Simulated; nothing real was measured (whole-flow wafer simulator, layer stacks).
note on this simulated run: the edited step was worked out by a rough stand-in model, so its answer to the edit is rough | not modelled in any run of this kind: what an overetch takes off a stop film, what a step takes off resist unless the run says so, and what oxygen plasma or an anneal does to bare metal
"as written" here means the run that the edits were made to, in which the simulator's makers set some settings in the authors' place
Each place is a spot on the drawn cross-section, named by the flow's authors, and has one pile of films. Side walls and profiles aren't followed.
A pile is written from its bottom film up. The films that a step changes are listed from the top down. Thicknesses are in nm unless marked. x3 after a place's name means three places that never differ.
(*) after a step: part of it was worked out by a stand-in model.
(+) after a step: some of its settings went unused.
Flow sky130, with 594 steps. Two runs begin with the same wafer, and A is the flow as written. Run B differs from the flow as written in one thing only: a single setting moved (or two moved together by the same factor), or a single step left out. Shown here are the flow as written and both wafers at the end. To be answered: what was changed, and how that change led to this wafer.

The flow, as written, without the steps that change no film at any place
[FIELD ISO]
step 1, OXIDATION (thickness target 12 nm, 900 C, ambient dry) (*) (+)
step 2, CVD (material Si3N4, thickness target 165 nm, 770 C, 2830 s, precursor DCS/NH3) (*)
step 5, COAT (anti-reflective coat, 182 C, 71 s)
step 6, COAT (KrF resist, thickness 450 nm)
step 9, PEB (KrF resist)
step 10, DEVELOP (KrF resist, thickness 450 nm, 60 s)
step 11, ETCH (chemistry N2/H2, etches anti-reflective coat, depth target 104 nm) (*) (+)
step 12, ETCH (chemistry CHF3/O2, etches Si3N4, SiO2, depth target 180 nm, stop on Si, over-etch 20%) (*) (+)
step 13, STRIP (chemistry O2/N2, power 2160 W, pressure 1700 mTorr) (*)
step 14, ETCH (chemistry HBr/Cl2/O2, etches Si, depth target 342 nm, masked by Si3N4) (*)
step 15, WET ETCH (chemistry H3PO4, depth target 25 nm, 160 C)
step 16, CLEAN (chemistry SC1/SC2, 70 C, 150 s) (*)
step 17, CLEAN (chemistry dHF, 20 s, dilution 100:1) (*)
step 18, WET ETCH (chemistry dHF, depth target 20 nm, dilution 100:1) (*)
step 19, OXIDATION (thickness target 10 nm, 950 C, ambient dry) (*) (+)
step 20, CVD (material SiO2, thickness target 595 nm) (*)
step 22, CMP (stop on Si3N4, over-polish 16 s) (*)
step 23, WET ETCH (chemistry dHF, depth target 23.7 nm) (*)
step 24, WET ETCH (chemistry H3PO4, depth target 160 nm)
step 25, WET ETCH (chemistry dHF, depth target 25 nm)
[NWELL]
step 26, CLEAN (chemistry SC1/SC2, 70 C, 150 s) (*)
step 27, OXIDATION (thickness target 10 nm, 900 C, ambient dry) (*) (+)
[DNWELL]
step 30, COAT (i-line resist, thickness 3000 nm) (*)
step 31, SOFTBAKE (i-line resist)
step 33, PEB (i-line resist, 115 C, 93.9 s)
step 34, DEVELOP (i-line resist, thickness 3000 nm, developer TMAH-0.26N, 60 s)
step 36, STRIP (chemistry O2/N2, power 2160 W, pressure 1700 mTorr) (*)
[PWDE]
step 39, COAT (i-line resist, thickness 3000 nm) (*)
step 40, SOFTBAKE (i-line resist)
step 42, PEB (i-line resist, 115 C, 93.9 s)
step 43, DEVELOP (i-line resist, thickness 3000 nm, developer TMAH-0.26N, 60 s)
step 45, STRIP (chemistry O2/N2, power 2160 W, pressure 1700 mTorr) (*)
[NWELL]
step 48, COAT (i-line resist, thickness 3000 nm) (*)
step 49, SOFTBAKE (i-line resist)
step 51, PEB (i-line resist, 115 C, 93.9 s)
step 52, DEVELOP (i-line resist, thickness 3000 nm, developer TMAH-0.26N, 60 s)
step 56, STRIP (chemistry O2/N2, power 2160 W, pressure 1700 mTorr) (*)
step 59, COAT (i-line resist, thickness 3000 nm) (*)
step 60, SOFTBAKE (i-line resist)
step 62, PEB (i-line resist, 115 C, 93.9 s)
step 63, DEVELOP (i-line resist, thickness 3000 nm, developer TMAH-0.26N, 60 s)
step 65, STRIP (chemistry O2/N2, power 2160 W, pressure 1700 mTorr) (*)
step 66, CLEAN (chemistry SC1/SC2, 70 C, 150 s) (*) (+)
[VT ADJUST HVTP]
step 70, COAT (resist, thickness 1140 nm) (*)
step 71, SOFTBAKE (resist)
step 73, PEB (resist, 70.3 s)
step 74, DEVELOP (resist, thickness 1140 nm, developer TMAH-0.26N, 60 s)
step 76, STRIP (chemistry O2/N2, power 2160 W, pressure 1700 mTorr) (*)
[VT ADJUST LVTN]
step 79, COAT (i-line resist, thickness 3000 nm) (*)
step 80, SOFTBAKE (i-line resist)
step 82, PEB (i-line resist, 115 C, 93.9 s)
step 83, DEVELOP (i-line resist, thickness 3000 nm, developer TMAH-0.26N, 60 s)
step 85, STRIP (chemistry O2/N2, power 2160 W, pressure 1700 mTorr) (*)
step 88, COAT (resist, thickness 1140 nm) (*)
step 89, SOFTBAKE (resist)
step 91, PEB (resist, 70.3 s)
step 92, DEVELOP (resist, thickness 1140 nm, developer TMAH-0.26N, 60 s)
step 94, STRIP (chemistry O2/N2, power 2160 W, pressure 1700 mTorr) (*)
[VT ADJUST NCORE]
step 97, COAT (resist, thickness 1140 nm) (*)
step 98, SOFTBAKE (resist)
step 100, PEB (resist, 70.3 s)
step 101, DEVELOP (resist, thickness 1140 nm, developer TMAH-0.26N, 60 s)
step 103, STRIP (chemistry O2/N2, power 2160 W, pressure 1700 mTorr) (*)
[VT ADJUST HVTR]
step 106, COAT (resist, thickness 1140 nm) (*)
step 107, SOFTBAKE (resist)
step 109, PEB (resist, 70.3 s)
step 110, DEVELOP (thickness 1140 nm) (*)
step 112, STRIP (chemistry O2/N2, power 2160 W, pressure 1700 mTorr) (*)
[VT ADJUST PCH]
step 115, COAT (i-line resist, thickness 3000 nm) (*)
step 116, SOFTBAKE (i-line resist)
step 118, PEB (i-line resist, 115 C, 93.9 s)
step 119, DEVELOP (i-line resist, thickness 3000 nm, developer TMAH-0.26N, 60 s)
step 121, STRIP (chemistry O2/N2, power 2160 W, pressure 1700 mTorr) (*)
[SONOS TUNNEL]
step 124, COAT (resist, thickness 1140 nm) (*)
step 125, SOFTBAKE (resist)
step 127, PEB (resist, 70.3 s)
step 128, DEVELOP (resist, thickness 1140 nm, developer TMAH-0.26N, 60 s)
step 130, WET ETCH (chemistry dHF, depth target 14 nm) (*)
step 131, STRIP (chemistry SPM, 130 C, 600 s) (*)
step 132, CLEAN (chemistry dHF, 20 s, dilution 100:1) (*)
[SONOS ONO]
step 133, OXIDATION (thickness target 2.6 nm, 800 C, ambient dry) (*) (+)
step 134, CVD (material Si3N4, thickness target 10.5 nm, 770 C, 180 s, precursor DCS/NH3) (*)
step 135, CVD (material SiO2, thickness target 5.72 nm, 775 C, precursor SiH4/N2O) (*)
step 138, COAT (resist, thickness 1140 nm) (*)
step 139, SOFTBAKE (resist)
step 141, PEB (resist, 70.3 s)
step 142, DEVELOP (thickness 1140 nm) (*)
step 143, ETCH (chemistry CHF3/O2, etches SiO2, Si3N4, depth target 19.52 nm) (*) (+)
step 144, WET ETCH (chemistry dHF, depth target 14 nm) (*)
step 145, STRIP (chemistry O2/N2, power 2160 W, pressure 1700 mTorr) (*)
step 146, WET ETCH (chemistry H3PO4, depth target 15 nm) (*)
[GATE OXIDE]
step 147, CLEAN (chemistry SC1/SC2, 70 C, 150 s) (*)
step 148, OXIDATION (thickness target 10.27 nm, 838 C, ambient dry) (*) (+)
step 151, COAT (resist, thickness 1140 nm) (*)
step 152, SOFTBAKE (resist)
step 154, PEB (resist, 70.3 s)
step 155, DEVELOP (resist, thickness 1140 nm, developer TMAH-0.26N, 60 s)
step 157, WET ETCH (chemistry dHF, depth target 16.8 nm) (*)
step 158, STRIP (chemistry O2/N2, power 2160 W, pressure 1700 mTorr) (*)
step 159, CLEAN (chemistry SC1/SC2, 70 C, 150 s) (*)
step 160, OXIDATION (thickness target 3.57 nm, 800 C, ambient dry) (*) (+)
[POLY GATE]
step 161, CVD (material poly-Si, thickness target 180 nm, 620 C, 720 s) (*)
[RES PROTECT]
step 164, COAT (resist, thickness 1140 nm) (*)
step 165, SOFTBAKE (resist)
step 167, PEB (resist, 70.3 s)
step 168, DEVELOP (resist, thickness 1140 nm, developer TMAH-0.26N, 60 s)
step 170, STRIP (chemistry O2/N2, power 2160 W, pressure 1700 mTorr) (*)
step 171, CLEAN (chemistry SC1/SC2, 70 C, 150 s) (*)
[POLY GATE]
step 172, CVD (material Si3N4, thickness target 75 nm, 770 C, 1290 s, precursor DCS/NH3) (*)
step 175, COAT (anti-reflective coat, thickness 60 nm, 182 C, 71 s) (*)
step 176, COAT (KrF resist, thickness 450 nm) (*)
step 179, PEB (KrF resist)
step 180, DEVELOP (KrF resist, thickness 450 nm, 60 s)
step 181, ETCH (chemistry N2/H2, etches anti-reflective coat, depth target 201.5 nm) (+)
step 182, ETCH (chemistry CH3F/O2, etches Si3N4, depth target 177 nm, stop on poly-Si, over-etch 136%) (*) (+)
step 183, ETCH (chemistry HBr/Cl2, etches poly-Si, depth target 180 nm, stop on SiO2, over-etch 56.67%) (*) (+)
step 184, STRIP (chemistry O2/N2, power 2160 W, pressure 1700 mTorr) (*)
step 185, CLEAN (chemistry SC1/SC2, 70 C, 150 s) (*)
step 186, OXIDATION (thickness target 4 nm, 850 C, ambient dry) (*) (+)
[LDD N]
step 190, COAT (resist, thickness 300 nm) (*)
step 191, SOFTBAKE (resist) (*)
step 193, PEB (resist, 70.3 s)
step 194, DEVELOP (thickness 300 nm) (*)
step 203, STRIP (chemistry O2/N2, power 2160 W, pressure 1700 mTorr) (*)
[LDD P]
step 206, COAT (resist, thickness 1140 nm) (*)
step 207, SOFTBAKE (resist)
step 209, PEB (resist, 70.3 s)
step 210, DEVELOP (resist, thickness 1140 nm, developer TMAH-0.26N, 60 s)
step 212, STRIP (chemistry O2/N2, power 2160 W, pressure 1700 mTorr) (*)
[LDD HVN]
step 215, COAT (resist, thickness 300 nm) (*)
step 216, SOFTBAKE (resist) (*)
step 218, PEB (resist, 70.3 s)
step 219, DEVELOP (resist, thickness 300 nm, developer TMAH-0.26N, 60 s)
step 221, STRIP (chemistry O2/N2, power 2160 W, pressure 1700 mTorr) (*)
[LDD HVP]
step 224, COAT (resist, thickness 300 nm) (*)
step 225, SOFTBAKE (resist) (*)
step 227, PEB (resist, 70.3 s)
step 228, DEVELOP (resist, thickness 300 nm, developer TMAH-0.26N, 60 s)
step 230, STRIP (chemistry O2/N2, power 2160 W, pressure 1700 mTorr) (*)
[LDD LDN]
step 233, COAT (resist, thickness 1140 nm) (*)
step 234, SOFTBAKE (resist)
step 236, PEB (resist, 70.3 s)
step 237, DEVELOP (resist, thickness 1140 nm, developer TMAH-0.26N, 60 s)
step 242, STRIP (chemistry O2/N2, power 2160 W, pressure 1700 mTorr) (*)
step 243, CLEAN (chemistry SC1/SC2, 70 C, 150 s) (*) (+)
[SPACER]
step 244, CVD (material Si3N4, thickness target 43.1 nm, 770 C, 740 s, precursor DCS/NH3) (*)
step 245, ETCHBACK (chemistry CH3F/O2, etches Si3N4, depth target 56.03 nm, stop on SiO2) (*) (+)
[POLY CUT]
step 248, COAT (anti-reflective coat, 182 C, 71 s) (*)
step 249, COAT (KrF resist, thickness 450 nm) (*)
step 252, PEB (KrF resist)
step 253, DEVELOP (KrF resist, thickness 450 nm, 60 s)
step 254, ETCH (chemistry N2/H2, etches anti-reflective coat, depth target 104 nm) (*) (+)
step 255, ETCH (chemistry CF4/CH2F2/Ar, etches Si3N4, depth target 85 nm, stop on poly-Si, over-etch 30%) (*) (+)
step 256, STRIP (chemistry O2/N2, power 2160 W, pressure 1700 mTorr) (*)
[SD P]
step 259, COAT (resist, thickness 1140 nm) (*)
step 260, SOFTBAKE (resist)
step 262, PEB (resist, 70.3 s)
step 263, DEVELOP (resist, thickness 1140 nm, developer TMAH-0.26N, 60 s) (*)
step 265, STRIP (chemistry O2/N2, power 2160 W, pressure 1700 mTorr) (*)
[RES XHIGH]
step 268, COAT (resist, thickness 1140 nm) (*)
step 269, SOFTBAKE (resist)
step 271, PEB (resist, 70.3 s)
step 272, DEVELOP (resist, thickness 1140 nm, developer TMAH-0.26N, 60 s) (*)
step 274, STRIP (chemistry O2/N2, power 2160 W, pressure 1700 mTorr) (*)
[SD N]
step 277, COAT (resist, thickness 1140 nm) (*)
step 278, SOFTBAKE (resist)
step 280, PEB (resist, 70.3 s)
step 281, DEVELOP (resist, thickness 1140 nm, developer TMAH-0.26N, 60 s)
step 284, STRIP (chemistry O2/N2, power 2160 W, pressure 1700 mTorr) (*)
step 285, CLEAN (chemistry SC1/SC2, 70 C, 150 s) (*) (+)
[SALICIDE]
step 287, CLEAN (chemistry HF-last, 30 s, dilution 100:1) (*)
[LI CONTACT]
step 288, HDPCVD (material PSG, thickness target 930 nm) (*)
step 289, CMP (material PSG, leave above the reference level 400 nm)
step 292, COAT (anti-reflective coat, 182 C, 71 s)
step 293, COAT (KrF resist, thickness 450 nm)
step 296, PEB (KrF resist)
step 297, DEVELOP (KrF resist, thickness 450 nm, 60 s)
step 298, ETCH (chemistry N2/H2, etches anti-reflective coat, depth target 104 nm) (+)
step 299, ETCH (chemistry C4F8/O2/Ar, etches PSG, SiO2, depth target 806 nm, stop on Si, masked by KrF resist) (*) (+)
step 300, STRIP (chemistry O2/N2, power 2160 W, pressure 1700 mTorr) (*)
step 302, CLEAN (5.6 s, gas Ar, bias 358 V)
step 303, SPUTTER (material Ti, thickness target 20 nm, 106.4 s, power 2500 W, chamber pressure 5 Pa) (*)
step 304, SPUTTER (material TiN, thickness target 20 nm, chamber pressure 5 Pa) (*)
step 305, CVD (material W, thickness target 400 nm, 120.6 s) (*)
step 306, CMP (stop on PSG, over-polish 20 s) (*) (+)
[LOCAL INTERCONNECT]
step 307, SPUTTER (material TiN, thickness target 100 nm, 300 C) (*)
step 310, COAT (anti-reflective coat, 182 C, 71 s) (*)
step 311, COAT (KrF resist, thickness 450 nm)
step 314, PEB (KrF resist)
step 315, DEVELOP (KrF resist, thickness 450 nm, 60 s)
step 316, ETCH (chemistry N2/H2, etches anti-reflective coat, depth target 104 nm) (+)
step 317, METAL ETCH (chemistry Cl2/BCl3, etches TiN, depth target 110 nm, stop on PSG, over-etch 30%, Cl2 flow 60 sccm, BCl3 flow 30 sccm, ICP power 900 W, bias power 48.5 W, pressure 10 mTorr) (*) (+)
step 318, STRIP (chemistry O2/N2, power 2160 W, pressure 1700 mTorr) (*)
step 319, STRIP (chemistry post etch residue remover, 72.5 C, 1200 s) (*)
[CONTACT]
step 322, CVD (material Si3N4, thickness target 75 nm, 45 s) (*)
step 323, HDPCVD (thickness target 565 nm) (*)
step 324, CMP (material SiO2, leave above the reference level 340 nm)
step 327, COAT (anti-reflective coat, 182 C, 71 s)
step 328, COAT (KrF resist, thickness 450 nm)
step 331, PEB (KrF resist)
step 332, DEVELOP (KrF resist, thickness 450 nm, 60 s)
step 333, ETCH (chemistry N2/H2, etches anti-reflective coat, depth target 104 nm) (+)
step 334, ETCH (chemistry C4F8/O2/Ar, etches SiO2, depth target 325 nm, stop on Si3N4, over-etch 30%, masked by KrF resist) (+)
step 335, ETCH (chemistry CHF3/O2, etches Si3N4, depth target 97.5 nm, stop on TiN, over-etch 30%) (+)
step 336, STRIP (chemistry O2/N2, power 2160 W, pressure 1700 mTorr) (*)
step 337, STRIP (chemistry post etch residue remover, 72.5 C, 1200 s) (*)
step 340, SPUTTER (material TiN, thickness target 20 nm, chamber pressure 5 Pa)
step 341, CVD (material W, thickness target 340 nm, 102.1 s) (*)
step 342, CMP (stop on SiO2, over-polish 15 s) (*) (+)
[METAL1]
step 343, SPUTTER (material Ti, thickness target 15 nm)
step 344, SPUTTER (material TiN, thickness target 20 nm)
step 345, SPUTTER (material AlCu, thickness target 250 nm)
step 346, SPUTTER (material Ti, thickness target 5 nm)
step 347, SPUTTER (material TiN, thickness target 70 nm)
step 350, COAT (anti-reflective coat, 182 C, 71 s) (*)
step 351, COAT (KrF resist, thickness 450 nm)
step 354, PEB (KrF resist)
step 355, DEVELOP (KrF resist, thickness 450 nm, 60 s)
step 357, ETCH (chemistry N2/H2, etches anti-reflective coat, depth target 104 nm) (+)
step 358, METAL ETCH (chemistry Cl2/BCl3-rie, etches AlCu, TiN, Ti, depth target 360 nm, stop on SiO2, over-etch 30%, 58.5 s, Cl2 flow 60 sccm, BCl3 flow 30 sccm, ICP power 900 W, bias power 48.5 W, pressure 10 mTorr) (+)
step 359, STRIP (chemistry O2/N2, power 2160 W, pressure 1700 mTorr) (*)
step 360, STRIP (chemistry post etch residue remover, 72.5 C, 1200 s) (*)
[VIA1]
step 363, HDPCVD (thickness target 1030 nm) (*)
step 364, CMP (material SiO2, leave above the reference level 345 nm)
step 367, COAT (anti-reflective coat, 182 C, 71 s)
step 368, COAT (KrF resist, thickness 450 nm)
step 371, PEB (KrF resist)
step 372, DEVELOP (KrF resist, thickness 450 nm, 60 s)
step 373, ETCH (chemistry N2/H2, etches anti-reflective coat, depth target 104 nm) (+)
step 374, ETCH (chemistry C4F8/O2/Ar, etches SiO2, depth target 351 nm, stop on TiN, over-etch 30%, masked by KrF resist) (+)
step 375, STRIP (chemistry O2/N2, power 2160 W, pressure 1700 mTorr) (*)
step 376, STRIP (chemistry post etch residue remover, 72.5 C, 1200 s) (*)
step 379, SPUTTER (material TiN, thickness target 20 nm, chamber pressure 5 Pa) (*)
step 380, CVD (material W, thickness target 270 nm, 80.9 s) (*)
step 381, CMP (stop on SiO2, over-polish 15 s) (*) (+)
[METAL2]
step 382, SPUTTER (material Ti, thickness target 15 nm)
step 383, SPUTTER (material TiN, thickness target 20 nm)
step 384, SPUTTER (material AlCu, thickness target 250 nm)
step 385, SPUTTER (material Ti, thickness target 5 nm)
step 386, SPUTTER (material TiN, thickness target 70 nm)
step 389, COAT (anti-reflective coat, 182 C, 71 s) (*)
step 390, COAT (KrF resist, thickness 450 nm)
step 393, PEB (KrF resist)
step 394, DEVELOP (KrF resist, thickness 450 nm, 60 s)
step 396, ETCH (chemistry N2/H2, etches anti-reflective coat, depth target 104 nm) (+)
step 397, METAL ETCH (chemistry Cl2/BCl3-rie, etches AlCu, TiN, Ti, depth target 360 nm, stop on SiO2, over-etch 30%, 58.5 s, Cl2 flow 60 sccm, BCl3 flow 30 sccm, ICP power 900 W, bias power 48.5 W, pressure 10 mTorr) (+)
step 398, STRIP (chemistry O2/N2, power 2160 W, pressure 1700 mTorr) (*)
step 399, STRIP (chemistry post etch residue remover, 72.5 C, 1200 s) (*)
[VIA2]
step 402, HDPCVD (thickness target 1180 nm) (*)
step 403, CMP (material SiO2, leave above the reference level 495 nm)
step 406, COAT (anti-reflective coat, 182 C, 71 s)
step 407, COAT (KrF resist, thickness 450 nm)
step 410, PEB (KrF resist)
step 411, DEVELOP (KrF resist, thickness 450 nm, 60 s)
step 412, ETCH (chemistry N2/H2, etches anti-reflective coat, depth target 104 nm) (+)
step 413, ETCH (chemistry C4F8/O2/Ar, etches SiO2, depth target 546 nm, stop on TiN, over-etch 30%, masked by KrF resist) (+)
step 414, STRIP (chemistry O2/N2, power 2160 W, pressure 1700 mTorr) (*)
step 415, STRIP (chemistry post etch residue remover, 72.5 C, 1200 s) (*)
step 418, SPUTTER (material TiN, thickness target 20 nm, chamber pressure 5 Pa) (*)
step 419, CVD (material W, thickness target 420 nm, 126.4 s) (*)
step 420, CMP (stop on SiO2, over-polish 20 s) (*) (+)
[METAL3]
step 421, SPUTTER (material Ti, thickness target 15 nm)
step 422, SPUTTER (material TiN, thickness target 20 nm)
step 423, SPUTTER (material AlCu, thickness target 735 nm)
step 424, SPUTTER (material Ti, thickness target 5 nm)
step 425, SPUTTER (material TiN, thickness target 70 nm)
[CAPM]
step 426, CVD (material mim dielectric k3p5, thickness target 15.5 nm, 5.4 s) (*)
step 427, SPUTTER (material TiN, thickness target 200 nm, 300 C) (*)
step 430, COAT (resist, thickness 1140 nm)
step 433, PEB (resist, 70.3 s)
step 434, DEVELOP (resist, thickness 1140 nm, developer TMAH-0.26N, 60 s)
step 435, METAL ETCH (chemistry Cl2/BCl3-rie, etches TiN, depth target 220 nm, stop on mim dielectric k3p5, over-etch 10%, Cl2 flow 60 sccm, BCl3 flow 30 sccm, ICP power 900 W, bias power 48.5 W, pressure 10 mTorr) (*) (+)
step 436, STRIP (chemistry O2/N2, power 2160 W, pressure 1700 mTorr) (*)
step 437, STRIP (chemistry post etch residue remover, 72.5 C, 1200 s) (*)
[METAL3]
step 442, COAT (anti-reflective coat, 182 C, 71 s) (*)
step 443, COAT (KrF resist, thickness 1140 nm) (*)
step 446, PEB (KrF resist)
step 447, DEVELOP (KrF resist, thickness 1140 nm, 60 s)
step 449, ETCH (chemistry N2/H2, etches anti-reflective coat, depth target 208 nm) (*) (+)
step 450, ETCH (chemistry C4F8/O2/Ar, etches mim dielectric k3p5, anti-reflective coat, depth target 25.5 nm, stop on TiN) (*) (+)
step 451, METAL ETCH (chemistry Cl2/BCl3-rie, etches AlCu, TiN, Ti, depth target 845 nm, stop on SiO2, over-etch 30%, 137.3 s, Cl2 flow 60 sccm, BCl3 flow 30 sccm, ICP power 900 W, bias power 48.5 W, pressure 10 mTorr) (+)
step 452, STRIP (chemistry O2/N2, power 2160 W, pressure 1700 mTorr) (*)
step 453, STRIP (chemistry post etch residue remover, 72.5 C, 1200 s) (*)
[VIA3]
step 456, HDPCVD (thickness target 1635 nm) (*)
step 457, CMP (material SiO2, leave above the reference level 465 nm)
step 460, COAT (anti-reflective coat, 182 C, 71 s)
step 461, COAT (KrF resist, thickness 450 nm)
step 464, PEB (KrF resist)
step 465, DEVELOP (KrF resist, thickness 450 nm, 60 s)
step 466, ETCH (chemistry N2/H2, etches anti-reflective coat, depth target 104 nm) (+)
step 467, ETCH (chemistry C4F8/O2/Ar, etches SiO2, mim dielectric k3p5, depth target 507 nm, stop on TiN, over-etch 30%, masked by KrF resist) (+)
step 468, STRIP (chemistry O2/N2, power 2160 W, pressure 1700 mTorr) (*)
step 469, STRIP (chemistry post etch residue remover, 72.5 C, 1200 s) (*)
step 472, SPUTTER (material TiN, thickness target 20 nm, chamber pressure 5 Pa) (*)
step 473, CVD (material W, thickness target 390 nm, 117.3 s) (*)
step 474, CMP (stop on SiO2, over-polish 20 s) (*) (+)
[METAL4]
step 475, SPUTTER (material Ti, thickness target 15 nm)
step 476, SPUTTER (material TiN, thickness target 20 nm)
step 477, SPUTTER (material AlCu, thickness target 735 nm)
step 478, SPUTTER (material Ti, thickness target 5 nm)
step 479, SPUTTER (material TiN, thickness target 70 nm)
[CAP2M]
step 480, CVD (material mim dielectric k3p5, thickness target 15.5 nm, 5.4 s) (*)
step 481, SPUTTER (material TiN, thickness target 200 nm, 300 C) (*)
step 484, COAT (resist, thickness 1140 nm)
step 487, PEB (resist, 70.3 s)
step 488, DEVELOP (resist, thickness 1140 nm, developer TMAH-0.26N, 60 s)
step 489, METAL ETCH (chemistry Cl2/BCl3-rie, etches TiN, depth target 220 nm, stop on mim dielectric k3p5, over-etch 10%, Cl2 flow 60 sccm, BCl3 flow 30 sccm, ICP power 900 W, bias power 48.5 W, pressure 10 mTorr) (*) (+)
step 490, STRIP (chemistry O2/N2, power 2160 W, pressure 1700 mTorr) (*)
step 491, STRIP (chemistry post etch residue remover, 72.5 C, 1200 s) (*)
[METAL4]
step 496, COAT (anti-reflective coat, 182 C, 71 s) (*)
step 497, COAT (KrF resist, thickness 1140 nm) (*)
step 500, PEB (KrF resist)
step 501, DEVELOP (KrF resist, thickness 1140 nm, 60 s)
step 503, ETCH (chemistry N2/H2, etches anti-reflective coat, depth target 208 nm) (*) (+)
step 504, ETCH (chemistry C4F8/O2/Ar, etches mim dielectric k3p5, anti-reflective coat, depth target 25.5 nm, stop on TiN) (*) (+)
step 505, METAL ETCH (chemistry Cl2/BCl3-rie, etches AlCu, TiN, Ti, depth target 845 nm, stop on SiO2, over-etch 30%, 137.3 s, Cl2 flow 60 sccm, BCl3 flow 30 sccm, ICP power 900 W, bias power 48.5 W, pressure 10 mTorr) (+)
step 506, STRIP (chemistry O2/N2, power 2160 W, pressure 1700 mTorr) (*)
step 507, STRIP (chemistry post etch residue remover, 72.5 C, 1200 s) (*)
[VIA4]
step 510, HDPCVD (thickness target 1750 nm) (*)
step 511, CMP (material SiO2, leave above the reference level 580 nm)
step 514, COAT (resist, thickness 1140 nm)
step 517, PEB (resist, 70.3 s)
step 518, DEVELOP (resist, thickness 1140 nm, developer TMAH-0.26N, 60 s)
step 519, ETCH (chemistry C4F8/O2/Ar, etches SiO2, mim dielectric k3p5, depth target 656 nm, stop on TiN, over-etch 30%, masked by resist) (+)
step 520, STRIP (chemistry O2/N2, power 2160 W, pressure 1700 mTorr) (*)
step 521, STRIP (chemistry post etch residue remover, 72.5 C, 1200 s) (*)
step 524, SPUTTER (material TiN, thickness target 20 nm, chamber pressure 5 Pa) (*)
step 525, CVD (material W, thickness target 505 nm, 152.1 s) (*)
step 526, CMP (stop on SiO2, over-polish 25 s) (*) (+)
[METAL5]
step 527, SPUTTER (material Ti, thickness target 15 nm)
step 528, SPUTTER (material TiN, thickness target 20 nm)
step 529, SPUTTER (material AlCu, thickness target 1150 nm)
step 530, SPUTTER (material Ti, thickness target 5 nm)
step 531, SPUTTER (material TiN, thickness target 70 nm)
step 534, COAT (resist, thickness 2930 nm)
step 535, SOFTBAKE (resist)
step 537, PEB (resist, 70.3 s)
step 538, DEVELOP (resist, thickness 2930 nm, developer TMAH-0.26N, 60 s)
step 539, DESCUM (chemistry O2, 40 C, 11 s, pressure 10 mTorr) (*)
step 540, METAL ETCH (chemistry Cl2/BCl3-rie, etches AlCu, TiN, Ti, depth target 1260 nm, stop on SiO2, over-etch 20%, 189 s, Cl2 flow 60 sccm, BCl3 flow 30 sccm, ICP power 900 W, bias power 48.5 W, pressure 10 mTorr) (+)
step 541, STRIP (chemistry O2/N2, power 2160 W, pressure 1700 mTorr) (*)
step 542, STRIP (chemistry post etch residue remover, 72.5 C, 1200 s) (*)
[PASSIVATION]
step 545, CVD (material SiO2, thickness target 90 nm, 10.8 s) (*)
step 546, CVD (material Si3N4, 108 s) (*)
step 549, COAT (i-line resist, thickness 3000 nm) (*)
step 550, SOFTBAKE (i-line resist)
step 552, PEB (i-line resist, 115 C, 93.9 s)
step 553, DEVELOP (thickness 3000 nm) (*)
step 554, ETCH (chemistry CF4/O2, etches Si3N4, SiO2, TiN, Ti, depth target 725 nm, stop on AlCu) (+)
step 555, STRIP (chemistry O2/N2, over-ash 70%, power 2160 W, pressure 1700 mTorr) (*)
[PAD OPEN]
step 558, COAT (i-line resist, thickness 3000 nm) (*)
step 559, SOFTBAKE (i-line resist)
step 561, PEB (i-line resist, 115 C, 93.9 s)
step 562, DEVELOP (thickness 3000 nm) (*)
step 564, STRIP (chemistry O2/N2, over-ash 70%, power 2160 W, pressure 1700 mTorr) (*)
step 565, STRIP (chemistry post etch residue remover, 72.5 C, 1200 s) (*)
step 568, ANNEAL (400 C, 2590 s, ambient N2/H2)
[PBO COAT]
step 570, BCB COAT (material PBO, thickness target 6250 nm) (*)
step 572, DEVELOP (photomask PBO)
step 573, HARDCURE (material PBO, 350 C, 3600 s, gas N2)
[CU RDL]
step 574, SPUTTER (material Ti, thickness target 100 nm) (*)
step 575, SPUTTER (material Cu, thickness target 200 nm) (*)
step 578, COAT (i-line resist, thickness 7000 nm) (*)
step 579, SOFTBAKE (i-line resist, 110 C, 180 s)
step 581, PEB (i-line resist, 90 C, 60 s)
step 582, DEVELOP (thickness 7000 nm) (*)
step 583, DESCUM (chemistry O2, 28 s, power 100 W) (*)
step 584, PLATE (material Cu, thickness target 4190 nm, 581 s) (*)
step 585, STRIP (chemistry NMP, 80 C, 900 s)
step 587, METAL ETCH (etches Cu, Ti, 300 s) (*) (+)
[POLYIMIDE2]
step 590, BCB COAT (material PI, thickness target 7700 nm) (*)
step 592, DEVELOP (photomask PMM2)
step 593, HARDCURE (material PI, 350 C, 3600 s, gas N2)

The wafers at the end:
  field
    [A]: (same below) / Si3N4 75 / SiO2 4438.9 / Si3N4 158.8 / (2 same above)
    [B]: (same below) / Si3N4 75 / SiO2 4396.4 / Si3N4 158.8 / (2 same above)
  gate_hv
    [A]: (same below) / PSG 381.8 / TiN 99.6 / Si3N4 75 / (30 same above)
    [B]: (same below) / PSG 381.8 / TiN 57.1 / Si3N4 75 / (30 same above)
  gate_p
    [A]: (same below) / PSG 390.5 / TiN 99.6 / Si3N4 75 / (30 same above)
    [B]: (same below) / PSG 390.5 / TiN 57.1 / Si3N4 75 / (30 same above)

The reason: step 307, SPUTTER: thickness target 57.5 nm was run, while the flow as written has thickness target 100 nm.

How this came from the change, step by step:
  step 307, SPUTTER (material TiN, thickness target 100 nm, 300 C) (*)
      field, active, n_well and 188 more: A +100 TiN (new film) | B +57.5 TiN (new film)
  step 317, METAL ETCH (chemistry Cl2/BCl3, etches TiN, depth target 110 nm, stop on PSG, over-etch 30%, Cl2 flow 60 sccm, BCl3 flow 30 sccm, ICP power 900 W, bias power 48.5 W, pressure 10 mTorr) (*) (+)
      n_well, p_well, gate_hv and 97 more: A -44 KrF resist | B -29.2 KrF resist
      field, active, gate and 88 more: A -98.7 TiN (all of it) | B -56.2 TiN (all of it)
  step 318, STRIP (chemistry O2/N2, power 2160 W, pressure 1700 mTorr) (*)
      n_well, p_well, gate_hv and 93 more: A -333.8 KrF resist (all of it), -80 anti-reflective coat (all of it) | B -348.6 KrF resist (all of it), -80 anti-reflective coat (all of it)
      poly_licon, ndiff_licon, ndiff_licon_cpp, rpo_hd_licon: A -333.9 KrF resist (all of it), -80.5 anti-reflective coat (all of it) | B -348.7 KrF resist (all of it), -80.5 anti-reflective coat (all of it)
  step 324, CMP (material SiO2, leave above the reference level 340 nm)
      field, active, gate and 88 more: A -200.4 SiO2 | B -242.9 SiO2
